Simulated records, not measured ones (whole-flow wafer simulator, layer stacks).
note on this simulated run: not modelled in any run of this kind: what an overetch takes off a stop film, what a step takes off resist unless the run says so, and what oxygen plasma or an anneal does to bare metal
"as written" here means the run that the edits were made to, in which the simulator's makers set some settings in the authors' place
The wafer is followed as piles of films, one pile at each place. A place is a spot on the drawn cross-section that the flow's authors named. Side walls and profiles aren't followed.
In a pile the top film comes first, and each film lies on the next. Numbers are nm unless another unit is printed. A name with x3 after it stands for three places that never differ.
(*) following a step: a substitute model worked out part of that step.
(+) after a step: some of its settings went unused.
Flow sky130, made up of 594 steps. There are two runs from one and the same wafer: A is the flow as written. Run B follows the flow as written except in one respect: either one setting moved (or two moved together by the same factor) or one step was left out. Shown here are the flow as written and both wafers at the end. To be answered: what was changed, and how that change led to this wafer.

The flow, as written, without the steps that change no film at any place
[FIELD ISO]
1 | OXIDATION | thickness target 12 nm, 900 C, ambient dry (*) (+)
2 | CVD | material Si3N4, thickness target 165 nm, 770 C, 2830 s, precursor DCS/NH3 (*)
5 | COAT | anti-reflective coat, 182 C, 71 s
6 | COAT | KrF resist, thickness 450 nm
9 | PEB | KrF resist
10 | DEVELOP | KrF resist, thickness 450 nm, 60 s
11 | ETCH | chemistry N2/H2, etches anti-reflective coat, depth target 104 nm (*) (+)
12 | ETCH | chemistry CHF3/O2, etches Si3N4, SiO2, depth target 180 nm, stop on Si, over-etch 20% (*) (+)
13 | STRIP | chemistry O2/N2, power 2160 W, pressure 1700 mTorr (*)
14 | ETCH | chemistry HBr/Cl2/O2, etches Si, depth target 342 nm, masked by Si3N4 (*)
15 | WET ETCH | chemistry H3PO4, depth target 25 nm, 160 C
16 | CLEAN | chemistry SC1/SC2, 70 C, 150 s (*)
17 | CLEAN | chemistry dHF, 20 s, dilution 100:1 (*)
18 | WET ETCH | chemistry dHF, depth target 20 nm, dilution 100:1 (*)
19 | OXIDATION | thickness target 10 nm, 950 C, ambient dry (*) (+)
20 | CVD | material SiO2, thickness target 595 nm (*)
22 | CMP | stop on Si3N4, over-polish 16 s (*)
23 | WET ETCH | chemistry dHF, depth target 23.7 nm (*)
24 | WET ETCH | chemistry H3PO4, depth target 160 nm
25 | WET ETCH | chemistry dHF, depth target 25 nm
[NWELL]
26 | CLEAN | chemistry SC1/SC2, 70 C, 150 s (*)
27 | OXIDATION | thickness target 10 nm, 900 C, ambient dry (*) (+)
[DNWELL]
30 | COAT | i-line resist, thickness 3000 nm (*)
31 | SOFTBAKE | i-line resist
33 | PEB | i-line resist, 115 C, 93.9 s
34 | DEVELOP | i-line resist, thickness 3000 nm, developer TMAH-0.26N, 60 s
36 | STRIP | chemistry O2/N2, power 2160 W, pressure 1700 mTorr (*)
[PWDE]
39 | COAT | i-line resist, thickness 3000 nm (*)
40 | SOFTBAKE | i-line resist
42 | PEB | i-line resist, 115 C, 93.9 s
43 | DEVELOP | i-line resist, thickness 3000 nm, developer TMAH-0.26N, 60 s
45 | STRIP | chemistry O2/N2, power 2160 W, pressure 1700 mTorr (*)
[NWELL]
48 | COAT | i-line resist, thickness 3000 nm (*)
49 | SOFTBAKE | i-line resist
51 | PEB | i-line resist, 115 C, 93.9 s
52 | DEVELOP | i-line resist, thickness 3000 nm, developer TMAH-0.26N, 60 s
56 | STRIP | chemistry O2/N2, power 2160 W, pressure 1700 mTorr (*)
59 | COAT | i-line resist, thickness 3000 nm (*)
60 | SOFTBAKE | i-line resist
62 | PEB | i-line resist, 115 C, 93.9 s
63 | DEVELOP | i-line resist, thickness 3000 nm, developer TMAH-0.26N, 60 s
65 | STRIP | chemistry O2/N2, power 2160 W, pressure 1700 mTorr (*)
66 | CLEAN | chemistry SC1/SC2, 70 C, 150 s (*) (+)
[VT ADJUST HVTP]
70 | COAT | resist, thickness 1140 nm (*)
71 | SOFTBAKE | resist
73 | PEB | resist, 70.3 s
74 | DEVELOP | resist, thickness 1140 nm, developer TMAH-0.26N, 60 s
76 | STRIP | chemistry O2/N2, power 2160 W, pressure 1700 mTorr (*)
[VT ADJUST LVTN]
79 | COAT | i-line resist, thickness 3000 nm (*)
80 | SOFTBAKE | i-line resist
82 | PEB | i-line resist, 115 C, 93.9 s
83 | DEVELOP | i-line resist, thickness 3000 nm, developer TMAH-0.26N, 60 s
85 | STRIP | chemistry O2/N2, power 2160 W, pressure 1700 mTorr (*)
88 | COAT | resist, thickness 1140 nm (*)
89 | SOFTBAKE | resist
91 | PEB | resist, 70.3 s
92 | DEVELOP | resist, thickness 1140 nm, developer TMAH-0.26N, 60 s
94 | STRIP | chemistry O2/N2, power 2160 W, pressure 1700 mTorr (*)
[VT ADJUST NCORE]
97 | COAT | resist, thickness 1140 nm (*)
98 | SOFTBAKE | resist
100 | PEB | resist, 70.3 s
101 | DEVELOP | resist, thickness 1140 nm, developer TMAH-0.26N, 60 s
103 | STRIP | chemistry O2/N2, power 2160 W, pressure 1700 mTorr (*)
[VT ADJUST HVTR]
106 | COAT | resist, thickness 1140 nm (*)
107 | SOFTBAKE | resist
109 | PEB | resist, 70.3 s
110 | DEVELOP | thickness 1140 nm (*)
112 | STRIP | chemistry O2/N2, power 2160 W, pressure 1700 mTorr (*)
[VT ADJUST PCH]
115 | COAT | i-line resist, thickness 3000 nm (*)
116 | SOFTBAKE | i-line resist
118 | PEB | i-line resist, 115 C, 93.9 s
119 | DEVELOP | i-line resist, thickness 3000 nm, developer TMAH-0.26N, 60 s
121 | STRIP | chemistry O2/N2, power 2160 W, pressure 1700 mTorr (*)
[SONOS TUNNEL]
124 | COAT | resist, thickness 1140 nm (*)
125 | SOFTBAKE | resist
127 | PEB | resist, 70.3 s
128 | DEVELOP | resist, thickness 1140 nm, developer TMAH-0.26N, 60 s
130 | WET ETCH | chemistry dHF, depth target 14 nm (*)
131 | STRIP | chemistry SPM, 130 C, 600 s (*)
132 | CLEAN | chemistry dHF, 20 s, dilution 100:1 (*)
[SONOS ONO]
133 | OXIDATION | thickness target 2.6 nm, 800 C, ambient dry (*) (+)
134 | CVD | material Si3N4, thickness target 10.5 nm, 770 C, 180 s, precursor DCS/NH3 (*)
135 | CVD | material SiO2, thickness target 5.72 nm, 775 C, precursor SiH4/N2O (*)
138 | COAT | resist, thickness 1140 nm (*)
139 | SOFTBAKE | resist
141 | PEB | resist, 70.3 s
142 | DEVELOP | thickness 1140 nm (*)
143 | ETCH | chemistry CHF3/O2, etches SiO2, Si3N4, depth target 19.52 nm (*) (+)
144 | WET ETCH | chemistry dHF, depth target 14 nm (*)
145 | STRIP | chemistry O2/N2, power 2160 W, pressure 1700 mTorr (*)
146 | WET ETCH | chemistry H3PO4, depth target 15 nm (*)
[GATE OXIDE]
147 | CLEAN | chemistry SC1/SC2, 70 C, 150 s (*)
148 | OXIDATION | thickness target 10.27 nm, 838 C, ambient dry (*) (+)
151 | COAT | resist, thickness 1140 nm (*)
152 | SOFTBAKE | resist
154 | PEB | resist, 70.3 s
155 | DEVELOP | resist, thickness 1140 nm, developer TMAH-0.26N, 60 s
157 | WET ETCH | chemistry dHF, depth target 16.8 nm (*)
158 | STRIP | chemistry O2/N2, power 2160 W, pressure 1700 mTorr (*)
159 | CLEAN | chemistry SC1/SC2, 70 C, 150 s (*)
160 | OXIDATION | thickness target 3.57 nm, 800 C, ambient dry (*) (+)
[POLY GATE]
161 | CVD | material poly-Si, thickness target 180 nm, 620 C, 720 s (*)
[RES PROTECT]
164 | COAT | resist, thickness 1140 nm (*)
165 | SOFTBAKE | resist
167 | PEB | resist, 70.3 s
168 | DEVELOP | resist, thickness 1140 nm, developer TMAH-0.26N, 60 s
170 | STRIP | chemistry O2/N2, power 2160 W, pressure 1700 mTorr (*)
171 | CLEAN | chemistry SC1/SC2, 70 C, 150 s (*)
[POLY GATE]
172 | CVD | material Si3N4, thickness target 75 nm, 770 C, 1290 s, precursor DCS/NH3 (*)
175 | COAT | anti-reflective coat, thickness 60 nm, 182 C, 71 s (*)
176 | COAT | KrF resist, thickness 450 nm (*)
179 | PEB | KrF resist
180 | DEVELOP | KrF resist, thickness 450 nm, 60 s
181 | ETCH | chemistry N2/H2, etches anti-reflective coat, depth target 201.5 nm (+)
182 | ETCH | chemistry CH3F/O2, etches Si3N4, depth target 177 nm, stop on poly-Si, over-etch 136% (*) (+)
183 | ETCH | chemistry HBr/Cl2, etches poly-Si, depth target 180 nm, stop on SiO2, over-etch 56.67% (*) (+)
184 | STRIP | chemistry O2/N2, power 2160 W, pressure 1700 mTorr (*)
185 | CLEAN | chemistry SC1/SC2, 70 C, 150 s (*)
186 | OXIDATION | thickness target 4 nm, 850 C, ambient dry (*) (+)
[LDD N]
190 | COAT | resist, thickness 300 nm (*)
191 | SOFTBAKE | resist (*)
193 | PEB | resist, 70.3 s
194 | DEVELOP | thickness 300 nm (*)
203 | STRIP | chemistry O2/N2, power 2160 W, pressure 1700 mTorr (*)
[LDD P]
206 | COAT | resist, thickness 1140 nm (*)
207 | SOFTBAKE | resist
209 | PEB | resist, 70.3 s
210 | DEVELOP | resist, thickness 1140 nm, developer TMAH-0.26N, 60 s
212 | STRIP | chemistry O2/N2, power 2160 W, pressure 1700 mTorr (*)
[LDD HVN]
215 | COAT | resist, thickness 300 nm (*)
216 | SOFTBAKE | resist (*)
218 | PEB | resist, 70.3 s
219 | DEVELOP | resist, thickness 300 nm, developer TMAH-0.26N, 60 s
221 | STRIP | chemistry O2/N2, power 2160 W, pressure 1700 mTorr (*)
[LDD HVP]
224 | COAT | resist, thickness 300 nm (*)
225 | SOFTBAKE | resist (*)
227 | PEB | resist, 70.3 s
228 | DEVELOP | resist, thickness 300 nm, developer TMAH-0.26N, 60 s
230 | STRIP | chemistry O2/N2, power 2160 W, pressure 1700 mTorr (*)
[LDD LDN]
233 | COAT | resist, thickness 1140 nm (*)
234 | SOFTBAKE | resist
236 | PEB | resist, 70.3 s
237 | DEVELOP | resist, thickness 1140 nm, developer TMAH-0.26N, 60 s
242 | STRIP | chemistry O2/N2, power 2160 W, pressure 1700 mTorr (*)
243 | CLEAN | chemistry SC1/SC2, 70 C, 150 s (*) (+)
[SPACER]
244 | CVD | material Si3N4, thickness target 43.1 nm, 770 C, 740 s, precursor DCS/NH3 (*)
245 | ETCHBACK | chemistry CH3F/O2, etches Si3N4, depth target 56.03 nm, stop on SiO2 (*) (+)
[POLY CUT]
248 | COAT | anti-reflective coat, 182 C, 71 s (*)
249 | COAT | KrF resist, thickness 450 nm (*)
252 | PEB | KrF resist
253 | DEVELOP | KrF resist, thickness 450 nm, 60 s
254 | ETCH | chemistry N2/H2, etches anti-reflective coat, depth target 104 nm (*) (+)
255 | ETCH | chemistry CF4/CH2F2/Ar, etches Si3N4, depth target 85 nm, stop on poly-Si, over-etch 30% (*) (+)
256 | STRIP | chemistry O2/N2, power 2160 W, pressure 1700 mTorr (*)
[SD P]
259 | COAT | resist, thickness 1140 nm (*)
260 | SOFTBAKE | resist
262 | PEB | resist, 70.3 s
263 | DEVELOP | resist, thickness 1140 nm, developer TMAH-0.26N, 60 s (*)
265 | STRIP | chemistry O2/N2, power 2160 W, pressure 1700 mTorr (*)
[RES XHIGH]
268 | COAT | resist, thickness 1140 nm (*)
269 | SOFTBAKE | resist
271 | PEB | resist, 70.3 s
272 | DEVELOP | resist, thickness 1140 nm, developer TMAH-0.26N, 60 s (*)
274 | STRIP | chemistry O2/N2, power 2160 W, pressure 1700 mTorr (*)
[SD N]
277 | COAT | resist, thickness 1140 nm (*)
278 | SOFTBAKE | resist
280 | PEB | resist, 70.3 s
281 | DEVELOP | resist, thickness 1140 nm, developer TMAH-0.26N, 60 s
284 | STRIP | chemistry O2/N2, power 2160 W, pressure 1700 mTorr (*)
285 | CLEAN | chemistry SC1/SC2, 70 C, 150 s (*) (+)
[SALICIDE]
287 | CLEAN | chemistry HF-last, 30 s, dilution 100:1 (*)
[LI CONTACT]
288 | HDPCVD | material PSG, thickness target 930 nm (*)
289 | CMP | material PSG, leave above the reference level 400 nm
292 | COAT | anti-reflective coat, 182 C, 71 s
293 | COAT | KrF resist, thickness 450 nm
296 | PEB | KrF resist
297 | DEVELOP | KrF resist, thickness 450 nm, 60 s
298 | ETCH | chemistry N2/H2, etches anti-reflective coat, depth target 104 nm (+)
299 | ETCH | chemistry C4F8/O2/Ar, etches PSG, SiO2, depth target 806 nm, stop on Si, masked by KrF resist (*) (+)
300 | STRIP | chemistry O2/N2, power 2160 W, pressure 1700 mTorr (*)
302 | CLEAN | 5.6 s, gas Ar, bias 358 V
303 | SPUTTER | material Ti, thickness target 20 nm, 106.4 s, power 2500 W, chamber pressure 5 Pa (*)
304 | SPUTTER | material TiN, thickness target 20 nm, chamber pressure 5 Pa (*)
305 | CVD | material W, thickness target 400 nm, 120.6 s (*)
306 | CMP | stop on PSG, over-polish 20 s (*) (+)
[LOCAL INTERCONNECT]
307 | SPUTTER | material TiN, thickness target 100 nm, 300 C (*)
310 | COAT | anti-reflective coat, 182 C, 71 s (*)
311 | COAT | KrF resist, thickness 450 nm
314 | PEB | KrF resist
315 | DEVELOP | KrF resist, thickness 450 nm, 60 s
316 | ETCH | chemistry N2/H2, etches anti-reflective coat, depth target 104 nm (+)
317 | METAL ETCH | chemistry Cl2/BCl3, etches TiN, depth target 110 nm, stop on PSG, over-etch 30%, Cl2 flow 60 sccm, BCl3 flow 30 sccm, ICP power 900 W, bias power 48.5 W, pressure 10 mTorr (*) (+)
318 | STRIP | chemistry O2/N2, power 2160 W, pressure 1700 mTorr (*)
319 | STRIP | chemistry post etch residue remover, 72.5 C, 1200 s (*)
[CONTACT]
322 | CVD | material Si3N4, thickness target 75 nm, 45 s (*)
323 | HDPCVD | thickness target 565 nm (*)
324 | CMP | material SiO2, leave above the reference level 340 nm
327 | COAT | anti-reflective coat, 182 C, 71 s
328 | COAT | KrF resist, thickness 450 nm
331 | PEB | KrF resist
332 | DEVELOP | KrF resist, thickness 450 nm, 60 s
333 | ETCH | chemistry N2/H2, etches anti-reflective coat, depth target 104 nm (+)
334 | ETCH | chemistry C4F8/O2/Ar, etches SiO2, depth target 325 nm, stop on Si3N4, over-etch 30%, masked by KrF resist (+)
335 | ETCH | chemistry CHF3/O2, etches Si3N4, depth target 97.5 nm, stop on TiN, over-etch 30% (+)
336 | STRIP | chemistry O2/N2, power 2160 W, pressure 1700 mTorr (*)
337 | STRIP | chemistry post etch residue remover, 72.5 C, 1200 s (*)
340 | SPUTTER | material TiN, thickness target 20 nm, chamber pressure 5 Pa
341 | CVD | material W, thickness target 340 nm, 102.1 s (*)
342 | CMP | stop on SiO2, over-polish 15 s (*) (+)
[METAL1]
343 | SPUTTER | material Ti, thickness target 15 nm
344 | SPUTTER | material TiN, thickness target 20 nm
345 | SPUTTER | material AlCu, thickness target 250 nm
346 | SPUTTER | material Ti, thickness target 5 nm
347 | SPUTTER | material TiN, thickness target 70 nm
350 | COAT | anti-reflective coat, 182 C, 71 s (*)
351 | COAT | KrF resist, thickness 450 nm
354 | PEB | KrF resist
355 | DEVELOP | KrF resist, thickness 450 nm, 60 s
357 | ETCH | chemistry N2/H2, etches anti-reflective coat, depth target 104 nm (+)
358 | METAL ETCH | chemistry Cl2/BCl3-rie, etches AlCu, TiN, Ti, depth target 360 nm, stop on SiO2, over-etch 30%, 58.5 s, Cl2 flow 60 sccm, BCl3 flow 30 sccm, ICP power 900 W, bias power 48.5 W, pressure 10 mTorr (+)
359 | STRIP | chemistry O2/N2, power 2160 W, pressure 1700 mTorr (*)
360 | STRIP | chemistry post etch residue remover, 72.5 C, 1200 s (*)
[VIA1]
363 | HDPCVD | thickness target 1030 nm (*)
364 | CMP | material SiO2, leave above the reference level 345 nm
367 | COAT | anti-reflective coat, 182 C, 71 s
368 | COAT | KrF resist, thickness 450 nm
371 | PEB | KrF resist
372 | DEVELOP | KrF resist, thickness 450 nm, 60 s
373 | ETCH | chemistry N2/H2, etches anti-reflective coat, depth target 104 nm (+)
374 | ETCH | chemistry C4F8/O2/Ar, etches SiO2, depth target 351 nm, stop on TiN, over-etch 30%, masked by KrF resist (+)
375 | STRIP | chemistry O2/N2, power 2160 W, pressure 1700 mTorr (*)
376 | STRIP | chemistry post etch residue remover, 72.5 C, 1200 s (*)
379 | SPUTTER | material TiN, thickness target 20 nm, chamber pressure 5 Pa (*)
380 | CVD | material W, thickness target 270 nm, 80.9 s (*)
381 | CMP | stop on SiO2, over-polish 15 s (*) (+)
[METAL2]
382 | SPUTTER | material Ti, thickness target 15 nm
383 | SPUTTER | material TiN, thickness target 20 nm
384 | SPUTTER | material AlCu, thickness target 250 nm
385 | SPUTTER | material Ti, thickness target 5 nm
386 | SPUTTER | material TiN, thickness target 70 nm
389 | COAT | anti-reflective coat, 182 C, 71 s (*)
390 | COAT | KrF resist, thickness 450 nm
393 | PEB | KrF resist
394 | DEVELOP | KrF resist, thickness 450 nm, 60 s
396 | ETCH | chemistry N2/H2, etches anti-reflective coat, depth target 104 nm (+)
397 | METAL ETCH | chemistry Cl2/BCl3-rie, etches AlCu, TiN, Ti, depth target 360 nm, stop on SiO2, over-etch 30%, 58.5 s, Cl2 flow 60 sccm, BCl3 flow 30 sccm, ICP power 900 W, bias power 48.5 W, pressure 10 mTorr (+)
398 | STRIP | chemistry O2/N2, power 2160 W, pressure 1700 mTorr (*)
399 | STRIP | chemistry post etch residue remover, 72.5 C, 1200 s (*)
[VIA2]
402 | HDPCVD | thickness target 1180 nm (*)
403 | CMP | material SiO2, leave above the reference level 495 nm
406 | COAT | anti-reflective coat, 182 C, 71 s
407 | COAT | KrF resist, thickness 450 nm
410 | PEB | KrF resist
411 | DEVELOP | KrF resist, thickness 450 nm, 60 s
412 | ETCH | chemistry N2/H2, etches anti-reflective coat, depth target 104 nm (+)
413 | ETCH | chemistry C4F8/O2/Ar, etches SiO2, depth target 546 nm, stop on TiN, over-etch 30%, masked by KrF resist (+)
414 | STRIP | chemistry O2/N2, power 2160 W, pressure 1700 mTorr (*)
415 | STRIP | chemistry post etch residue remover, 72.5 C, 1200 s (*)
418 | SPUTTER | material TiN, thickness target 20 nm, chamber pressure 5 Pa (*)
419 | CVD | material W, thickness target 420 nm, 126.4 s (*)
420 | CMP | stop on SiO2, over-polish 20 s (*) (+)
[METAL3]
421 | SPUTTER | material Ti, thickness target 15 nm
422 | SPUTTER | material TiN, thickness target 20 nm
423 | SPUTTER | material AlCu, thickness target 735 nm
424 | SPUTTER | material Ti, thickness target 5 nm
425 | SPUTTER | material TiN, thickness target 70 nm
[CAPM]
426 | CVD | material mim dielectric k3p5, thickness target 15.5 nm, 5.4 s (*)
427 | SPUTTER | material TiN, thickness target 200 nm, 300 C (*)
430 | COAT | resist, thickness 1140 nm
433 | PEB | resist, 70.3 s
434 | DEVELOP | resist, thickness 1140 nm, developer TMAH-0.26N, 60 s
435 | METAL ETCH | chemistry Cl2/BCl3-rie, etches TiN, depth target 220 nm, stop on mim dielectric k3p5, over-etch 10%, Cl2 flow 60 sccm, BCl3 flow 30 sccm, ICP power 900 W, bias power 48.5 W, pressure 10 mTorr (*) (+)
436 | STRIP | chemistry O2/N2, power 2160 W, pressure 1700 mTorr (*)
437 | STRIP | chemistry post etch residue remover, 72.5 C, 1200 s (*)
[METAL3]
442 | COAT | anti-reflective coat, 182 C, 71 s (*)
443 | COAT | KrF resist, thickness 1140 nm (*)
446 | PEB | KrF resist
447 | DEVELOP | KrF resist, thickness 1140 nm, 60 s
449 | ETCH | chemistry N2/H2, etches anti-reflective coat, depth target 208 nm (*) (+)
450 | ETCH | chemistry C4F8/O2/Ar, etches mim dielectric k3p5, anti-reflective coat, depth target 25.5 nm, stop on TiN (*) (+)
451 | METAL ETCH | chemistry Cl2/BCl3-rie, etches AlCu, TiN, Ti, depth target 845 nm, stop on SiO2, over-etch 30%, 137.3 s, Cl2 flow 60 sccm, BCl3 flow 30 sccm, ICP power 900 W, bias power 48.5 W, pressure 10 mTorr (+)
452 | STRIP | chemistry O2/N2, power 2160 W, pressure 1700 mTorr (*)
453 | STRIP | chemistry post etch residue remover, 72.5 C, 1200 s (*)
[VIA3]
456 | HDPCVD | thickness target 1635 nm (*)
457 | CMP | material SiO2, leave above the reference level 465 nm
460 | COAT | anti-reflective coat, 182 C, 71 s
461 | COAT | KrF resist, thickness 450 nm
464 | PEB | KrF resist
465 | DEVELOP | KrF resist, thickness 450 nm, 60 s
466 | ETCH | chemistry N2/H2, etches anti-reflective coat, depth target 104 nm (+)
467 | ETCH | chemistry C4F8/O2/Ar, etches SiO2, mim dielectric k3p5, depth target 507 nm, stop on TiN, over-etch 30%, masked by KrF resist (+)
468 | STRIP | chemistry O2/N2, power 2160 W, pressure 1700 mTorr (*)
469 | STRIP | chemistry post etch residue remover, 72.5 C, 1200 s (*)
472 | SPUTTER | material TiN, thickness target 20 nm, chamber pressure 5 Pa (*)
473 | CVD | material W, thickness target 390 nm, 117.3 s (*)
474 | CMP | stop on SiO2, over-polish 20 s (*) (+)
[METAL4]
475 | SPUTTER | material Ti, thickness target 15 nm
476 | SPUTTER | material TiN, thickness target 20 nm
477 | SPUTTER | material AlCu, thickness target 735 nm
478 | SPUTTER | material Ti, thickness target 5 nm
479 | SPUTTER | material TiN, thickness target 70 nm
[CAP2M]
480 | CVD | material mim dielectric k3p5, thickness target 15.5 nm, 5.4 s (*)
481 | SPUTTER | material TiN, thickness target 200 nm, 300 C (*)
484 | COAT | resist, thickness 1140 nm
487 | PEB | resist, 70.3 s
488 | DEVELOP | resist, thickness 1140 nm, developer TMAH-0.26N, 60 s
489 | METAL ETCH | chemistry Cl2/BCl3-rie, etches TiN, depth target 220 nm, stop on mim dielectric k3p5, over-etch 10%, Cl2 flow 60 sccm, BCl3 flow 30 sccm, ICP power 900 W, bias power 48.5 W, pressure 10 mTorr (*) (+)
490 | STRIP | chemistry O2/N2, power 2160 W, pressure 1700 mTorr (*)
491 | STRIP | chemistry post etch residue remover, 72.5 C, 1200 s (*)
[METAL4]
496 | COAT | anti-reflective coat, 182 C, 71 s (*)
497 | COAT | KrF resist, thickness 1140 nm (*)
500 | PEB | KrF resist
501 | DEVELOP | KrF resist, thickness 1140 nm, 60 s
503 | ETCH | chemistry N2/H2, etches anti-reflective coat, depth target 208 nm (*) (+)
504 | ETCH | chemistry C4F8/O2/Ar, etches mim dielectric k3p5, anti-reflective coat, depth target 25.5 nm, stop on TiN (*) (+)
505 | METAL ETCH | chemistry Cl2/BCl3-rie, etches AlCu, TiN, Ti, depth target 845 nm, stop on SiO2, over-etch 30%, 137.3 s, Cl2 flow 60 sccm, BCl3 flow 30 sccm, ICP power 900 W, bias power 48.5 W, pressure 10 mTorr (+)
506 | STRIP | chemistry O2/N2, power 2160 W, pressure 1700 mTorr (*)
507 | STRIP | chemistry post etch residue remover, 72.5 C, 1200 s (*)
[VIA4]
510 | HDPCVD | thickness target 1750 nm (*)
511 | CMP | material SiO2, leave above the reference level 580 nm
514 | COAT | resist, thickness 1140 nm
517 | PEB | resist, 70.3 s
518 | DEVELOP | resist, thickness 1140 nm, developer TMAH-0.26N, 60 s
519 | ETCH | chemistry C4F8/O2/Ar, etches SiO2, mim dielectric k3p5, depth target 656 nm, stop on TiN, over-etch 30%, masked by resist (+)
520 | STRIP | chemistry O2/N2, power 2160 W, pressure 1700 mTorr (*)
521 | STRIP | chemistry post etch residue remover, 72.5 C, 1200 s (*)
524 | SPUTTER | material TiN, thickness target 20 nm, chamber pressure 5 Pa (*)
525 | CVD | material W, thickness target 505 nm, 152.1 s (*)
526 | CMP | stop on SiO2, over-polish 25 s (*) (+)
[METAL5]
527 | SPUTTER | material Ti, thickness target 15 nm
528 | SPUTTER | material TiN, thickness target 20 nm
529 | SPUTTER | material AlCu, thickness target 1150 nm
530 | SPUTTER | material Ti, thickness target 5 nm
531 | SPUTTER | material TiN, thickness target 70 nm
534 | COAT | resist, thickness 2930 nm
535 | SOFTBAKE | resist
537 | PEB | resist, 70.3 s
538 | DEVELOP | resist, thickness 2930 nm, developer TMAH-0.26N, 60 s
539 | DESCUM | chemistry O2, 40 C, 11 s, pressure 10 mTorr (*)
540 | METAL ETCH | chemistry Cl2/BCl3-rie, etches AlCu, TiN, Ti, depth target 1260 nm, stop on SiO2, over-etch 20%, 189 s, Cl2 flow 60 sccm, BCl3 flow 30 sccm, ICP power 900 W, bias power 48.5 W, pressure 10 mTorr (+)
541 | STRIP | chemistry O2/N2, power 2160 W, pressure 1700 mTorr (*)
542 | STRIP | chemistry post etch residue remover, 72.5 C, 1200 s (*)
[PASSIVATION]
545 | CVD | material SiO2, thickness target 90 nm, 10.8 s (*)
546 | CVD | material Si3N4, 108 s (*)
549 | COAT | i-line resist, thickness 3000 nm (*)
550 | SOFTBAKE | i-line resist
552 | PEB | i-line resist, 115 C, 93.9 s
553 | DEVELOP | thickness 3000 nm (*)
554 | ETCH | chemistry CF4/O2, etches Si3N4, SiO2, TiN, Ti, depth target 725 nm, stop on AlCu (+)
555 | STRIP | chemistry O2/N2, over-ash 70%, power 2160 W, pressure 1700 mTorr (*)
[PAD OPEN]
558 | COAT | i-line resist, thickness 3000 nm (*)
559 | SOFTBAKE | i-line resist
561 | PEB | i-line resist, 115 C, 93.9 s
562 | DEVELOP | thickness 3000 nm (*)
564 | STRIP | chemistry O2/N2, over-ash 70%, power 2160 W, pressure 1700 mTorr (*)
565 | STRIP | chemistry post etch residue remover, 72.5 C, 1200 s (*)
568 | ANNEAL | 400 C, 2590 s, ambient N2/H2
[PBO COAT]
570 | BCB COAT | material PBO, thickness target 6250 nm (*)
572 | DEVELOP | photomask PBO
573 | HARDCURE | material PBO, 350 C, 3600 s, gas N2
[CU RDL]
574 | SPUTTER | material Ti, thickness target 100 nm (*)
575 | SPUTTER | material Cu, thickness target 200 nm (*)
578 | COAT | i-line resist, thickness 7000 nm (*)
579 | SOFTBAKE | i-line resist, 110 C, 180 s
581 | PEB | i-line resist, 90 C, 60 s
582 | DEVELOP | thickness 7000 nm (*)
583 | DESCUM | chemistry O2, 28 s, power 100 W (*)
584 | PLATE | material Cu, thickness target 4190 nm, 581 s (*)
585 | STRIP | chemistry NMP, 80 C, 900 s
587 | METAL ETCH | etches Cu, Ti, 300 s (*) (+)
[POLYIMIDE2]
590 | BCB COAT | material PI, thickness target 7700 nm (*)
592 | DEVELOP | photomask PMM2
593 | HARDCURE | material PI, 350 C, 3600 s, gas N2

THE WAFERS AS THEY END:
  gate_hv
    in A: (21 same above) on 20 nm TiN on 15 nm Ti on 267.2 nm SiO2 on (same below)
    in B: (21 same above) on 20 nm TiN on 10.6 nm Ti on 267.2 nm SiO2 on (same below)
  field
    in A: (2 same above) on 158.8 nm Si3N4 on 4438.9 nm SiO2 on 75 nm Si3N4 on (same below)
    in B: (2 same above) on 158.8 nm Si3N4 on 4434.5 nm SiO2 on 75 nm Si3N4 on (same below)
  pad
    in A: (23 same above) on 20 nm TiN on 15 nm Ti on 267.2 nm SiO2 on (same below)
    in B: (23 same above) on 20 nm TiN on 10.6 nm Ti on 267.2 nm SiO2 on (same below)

Cause: step 382, SPUTTER: thickness target 10.6 nm was run, though the flow has thickness target 15 nm.
The wafer itself shows it: gate_hv has Ti 10.6, and step 382 as written asks for 15 nm.

Step by step, how the change led to this:
  382 | SPUTTER | material Ti, thickness target 15 nm
      field, active, n_well and 188 more: A Ti gains 15 (new film) | B Ti gains 10.6 (new film)
  397 | METAL ETCH | chemistry Cl2/BCl3-rie, etches AlCu, TiN, Ti, depth target 360 nm, stop on SiO2, over-etch 30%, 58.5 s, Cl2 flow 60 sccm, BCl3 flow 30 sccm, ICP power 900 W, bias power 48.5 W, pressure 10 mTorr (+)
      field, active, gate and 82 more: A TiN loses 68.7 (all of it), Ti loses 5 (all of it), AlCu loses 250 (all of it), TiN loses 20 (all of it), Ti loses 15 (all of it), SiO2 loses 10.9 | B TiN loses 68.7 (all of it), Ti loses 5 (all of it), AlCu loses 250 (all of it), TiN loses 20 (all of it), Ti loses 10.6 (all of it), SiO2 loses 11.4
